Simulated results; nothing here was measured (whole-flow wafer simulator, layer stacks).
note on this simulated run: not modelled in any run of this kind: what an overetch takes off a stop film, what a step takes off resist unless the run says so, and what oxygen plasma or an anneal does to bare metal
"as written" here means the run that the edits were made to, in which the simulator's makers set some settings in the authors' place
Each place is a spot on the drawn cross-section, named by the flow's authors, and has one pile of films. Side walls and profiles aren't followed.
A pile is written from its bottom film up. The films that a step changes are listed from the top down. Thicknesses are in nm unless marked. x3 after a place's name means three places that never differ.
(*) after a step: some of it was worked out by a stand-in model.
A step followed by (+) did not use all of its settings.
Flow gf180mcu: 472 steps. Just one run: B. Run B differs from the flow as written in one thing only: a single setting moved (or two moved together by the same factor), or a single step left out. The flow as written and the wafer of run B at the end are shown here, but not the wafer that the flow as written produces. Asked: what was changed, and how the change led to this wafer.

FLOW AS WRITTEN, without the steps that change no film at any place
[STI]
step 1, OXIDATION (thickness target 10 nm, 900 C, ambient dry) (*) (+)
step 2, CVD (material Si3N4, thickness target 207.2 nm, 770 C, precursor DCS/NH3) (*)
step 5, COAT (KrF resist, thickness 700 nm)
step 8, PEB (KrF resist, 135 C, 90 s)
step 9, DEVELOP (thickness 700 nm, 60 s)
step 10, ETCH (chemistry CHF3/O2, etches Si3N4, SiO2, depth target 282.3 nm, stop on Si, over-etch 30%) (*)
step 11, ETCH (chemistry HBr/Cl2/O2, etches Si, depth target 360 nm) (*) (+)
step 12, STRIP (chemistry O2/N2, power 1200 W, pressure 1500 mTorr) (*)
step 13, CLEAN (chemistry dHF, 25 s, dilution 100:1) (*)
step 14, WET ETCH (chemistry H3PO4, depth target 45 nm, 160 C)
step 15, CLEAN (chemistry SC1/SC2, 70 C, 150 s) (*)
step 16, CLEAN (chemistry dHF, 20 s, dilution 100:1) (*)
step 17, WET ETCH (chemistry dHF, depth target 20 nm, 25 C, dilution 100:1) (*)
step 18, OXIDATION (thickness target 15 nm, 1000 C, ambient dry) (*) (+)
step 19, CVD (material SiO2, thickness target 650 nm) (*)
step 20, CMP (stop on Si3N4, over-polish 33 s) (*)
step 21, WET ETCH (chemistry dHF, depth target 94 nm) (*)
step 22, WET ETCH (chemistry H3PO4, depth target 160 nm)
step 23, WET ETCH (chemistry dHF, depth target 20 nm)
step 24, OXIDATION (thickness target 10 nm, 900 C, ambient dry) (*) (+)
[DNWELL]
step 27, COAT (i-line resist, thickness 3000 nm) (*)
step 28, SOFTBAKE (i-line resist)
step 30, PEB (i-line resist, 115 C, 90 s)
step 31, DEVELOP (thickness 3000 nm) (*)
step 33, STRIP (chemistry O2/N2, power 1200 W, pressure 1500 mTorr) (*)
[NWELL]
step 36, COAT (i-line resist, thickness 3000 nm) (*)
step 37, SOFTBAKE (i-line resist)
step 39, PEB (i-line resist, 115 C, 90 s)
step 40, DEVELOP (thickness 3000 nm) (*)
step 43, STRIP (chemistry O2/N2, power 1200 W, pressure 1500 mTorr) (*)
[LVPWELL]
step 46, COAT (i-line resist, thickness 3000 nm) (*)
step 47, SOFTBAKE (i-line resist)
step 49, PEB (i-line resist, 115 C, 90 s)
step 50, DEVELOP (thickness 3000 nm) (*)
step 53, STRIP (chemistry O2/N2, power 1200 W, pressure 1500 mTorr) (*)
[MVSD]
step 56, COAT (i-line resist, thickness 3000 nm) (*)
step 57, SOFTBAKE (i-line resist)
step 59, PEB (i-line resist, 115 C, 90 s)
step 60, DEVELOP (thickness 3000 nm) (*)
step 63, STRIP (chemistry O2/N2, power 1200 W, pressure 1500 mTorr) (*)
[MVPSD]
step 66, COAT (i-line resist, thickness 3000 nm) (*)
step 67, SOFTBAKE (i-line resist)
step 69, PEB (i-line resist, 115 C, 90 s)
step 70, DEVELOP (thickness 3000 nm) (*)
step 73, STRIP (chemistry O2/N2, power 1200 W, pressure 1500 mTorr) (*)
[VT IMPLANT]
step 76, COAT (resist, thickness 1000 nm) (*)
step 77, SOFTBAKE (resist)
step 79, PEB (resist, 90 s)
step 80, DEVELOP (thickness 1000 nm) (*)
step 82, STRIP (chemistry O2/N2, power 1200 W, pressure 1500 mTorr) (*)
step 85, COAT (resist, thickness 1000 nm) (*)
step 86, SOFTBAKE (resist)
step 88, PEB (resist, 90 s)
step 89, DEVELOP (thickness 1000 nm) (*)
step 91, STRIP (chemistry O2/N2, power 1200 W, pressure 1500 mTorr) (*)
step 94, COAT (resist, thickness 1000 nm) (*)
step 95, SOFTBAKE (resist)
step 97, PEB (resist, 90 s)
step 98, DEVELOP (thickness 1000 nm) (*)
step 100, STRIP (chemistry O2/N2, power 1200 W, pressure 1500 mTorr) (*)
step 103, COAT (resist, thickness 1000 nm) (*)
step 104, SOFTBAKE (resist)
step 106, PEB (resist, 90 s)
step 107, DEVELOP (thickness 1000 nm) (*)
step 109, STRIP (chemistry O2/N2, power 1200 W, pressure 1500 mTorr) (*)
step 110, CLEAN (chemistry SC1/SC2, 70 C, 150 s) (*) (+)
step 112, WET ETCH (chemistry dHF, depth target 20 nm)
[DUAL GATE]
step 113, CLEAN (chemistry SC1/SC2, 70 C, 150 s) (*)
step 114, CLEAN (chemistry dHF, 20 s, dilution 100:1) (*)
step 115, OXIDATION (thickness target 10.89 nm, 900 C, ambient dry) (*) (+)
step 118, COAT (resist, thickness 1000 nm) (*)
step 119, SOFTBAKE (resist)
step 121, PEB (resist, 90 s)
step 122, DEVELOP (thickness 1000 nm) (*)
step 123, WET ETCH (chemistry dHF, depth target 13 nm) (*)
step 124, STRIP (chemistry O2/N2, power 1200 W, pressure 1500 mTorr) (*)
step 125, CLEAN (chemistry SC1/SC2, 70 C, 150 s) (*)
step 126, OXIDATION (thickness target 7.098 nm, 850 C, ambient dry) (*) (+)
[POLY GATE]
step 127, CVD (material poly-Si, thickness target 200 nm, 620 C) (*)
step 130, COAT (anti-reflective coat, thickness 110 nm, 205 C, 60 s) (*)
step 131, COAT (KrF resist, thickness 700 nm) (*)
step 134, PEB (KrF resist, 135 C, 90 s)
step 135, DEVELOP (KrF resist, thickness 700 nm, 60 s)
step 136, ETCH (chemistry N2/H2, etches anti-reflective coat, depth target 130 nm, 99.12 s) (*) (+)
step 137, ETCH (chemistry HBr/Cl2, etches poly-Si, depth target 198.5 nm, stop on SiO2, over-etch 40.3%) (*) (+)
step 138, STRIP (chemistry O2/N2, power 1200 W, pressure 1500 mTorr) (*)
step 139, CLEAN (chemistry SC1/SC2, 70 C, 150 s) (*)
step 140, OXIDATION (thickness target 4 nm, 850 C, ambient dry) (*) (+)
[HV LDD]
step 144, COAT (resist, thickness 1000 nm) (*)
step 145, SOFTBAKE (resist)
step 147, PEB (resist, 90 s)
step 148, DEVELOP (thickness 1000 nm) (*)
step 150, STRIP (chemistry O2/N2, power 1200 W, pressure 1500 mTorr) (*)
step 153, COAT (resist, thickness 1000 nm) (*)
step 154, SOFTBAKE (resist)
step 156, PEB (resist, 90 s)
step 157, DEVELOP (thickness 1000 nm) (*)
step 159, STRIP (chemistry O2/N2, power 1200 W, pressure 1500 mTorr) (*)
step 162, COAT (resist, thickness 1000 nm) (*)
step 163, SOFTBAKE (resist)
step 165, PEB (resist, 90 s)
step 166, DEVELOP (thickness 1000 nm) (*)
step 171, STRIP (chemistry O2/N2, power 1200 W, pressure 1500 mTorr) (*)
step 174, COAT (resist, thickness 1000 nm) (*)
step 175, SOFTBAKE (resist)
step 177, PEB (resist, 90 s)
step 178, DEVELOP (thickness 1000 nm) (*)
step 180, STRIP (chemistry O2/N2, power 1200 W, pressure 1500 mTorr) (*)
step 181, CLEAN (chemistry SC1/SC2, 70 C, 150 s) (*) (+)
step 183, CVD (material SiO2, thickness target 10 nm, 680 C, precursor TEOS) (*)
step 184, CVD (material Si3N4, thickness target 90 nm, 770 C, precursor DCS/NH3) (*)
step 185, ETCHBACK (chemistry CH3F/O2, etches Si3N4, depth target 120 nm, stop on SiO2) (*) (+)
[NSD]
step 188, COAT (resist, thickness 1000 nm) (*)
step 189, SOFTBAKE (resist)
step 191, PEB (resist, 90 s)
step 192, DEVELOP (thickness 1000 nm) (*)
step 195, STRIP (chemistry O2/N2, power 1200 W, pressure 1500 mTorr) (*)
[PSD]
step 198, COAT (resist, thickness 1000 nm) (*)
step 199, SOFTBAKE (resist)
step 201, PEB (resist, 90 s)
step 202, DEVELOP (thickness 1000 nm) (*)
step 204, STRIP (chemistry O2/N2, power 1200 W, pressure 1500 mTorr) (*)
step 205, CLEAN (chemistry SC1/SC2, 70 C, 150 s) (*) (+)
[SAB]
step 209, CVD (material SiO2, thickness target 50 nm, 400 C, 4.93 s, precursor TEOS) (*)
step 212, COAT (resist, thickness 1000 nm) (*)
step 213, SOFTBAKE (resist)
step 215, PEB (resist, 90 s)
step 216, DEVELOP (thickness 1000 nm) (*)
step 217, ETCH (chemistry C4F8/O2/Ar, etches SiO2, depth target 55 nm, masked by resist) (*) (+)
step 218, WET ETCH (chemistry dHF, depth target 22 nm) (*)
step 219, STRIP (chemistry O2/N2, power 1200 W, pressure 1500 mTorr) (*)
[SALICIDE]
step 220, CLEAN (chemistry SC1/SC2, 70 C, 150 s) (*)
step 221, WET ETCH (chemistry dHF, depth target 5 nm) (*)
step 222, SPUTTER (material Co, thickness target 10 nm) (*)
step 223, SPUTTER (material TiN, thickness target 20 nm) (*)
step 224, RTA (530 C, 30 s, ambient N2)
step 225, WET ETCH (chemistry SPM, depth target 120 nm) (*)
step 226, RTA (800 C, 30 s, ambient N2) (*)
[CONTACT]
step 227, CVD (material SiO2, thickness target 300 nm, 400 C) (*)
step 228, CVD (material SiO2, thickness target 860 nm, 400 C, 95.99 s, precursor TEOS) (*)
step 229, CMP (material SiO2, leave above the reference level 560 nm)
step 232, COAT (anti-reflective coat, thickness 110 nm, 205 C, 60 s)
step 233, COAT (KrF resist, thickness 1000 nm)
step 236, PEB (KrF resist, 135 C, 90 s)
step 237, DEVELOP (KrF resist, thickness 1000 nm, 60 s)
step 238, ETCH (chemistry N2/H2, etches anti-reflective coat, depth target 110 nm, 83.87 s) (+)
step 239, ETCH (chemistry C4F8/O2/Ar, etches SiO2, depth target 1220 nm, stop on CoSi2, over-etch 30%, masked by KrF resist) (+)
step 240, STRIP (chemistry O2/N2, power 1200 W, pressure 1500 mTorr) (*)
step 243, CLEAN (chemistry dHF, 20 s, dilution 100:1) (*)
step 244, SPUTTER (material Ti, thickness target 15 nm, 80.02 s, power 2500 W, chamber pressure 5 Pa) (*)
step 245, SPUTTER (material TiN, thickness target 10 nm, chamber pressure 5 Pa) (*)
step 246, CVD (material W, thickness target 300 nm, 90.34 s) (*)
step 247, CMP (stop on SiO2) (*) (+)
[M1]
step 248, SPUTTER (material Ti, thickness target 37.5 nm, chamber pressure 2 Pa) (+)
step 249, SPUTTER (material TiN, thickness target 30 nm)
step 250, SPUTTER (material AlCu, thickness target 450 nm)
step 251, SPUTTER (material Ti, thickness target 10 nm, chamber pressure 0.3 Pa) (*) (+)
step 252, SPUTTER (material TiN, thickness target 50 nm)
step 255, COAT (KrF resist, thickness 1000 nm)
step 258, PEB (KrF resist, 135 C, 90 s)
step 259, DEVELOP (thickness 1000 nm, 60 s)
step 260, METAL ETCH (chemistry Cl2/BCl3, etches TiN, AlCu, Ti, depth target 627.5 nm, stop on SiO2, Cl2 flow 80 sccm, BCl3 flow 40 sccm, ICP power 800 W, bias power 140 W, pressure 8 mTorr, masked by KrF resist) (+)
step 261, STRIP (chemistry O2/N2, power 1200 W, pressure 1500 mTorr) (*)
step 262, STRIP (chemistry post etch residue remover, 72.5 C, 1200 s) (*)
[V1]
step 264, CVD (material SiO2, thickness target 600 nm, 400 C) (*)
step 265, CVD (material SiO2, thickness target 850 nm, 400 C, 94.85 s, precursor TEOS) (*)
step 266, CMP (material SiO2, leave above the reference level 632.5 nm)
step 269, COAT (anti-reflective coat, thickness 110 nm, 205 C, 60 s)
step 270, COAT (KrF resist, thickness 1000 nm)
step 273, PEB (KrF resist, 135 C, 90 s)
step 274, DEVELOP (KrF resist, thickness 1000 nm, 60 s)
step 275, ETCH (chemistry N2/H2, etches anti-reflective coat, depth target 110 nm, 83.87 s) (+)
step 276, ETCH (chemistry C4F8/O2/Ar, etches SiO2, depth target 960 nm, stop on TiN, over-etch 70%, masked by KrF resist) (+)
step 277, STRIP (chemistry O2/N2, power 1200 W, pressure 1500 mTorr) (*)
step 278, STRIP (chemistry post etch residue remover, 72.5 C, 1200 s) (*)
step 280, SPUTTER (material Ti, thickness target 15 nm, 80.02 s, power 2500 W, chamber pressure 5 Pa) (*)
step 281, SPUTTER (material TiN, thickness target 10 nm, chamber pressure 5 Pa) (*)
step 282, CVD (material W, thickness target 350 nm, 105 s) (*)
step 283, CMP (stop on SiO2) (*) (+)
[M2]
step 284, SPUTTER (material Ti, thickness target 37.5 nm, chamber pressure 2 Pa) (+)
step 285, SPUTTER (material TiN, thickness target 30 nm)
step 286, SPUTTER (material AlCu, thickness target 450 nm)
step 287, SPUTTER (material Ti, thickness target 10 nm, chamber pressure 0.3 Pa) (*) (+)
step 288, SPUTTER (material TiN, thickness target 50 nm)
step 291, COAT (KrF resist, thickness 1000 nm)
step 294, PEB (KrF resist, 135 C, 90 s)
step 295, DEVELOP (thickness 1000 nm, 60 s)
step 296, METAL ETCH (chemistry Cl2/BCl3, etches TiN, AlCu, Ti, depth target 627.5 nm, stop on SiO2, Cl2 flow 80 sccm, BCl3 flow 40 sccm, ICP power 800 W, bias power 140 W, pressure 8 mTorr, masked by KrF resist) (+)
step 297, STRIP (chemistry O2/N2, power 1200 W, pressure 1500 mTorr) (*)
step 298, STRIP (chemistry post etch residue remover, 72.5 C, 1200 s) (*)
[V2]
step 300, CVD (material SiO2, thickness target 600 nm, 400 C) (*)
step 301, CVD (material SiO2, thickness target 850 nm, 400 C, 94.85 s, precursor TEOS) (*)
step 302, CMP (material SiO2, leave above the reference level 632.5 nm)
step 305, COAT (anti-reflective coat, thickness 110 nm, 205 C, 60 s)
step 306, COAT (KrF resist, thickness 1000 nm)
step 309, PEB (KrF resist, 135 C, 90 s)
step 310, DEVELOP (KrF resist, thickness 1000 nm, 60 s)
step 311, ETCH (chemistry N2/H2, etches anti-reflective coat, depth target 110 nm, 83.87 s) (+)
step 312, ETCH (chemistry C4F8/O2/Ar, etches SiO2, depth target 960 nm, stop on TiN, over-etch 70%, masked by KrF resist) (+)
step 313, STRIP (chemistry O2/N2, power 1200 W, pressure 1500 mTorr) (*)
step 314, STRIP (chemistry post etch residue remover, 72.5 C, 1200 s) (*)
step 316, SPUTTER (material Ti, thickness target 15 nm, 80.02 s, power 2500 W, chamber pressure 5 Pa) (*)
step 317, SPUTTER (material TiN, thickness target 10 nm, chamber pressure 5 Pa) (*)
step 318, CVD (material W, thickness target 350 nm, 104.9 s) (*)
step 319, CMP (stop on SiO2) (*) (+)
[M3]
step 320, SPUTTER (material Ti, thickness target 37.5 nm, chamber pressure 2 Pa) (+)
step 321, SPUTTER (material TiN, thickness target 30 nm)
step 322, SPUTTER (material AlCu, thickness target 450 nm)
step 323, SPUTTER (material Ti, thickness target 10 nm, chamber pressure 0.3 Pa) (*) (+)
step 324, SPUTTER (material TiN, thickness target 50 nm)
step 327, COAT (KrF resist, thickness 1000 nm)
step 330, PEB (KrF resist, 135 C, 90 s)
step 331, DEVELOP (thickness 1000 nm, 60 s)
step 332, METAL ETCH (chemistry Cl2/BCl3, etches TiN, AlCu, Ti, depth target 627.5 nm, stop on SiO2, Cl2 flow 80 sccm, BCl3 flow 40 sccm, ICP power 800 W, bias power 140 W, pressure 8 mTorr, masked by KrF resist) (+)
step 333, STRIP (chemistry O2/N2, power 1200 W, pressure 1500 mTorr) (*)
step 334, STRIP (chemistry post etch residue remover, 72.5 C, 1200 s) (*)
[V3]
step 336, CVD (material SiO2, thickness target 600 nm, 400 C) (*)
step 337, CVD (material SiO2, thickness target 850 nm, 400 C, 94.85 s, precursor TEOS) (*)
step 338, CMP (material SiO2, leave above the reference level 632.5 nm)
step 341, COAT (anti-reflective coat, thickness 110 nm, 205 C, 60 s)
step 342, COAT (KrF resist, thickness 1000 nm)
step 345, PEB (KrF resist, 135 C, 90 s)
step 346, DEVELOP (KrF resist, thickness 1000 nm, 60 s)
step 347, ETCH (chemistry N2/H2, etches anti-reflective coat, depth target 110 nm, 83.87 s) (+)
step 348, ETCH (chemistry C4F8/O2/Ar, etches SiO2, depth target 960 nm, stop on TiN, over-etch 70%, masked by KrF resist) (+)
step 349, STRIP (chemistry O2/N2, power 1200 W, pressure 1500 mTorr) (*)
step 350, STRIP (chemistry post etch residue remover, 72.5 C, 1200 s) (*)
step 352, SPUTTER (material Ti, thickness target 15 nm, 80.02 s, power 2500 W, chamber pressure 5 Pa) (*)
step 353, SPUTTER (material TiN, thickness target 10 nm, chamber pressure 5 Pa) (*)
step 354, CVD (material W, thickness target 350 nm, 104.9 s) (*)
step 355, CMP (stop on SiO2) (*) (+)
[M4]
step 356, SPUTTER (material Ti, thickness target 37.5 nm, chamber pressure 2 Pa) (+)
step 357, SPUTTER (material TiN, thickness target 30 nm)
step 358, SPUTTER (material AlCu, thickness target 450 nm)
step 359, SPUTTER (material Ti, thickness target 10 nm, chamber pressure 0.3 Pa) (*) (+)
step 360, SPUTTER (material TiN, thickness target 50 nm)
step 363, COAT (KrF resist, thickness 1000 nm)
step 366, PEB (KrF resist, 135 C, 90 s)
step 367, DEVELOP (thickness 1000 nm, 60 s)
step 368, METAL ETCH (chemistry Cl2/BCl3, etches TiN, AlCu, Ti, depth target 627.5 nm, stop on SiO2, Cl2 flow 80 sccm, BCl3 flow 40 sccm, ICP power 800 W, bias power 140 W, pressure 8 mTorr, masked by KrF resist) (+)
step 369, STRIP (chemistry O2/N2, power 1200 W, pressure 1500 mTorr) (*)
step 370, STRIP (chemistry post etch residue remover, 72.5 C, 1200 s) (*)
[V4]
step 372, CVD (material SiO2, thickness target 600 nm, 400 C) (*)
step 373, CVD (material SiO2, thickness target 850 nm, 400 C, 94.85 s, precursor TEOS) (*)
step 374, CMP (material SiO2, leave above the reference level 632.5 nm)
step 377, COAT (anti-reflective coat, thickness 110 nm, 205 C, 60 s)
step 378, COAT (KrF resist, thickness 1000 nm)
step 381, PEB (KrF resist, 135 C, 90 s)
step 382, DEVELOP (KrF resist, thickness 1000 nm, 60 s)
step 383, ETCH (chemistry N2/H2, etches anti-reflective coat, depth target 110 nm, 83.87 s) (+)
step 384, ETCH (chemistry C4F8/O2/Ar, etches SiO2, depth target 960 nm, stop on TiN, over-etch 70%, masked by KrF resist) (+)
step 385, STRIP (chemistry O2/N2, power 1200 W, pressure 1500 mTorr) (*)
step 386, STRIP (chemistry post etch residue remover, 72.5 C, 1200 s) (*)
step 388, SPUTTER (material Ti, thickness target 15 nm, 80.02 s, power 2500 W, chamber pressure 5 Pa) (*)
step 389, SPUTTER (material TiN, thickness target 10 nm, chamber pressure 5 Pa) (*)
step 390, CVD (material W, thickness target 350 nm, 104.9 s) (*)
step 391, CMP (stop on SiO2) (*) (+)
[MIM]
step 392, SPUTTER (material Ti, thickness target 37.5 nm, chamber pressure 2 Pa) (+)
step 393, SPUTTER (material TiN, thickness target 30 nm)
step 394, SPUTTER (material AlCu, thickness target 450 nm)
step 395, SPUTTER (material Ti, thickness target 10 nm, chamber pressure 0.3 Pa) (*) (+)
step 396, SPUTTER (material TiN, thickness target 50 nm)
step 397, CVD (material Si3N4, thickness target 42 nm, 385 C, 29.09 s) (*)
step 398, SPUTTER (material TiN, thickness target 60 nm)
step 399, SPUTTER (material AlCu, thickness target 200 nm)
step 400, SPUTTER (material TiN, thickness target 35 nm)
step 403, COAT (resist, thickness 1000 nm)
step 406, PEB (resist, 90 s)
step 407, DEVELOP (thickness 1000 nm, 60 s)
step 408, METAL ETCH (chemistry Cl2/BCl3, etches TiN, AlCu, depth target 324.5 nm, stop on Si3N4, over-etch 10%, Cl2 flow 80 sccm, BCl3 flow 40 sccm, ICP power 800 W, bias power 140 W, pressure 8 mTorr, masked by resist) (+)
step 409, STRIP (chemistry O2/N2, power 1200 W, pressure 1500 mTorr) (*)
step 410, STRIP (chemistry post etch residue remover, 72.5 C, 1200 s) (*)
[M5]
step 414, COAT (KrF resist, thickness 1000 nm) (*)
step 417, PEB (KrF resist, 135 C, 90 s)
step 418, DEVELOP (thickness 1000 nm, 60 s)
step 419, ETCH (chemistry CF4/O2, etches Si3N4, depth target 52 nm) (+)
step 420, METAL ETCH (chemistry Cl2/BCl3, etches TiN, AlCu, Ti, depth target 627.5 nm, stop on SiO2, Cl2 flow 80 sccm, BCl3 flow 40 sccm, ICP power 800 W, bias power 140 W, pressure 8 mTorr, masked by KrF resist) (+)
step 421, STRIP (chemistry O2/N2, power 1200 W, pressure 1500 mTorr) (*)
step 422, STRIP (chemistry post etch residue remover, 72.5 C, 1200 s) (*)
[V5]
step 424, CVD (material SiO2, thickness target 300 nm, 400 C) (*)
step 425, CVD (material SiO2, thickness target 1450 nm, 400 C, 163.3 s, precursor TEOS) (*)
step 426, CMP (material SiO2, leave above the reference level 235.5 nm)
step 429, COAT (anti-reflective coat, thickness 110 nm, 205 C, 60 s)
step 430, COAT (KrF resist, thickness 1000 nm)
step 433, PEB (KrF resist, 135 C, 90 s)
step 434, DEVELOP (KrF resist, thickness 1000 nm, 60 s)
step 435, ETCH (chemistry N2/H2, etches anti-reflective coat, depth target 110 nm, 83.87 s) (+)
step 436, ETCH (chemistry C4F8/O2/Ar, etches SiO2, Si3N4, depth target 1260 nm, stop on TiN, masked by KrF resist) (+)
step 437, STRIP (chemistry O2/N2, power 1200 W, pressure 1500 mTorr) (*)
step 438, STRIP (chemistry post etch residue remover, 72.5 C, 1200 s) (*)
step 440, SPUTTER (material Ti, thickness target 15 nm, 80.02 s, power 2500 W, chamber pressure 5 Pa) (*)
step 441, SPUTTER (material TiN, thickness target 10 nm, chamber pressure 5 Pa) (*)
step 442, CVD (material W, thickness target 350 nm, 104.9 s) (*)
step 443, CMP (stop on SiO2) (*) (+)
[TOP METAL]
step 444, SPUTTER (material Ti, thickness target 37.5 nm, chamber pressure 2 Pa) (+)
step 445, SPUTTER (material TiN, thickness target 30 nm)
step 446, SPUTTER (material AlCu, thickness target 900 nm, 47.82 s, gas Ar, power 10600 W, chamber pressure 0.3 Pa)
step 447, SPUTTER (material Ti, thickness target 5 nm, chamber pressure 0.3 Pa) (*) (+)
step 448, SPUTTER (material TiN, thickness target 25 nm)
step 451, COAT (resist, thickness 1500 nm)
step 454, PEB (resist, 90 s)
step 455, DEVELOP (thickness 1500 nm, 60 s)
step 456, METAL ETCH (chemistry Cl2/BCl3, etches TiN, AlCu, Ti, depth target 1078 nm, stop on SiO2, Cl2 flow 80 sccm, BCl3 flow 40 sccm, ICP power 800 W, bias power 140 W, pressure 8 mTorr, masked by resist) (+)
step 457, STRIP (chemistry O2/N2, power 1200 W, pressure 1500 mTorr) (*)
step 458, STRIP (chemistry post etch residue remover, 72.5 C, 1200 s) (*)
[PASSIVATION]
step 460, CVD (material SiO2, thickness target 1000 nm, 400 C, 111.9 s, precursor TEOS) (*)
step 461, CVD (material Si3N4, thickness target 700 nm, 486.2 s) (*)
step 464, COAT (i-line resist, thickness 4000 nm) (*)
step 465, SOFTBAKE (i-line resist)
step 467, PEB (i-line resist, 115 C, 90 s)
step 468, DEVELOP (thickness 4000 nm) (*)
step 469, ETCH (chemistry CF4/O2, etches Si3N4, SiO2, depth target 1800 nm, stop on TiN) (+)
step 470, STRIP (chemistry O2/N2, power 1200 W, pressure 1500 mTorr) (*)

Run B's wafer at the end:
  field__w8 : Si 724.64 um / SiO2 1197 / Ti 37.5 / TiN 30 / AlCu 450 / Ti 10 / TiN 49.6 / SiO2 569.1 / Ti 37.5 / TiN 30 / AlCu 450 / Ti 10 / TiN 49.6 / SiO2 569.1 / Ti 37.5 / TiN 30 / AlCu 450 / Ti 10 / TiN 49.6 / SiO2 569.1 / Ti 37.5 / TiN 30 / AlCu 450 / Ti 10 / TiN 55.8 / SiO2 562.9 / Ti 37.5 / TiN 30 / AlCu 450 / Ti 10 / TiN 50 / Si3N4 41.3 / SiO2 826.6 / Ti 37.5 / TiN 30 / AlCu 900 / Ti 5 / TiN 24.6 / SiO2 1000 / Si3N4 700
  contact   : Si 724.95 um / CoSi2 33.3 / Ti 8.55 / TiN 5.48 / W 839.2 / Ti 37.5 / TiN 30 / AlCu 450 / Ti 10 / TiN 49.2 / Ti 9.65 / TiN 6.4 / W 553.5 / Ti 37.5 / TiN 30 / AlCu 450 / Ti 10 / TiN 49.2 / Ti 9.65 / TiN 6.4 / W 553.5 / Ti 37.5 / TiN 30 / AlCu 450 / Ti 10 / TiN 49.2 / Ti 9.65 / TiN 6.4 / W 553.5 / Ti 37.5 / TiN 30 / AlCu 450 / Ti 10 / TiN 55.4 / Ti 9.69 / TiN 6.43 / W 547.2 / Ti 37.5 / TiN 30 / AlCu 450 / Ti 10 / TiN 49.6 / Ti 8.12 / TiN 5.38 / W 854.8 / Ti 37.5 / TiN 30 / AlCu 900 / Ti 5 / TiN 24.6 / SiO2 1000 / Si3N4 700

Cause: step 360, SPUTTER: thickness target 56.2 nm was run, though the flow has thickness target 50 nm.

The path from the change to this, step by step:
  step 360, SPUTTER (material TiN, thickness target 50 nm)
      field, field__w1, field__w2 and 108 more: TiN gains 56.2 (new film) (in the flow as written it would be: TiN gains 50 (new film))
  step 368, METAL ETCH (chemistry Cl2/BCl3, etches TiN, AlCu, Ti, depth target 627.5 nm, stop on SiO2, Cl2 flow 80 sccm, BCl3 flow 40 sccm, ICP power 800 W, bias power 140 W, pressure 8 mTorr, masked by KrF resist) (+)
      field, field__w1, field__w2 and 103 more: TiN loses 56.2 (all of it), Ti loses 10 (all of it), AlCu loses 450 (all of it), TiN loses 30 (all of it), Ti loses 37.5 (all of it) (in the flow as written it would be: TiN loses 50 (all of it), Ti loses 10 (all of it), AlCu loses 450 (all of it), TiN loses 30 (all of it), Ti loses 37.5 (all of it))
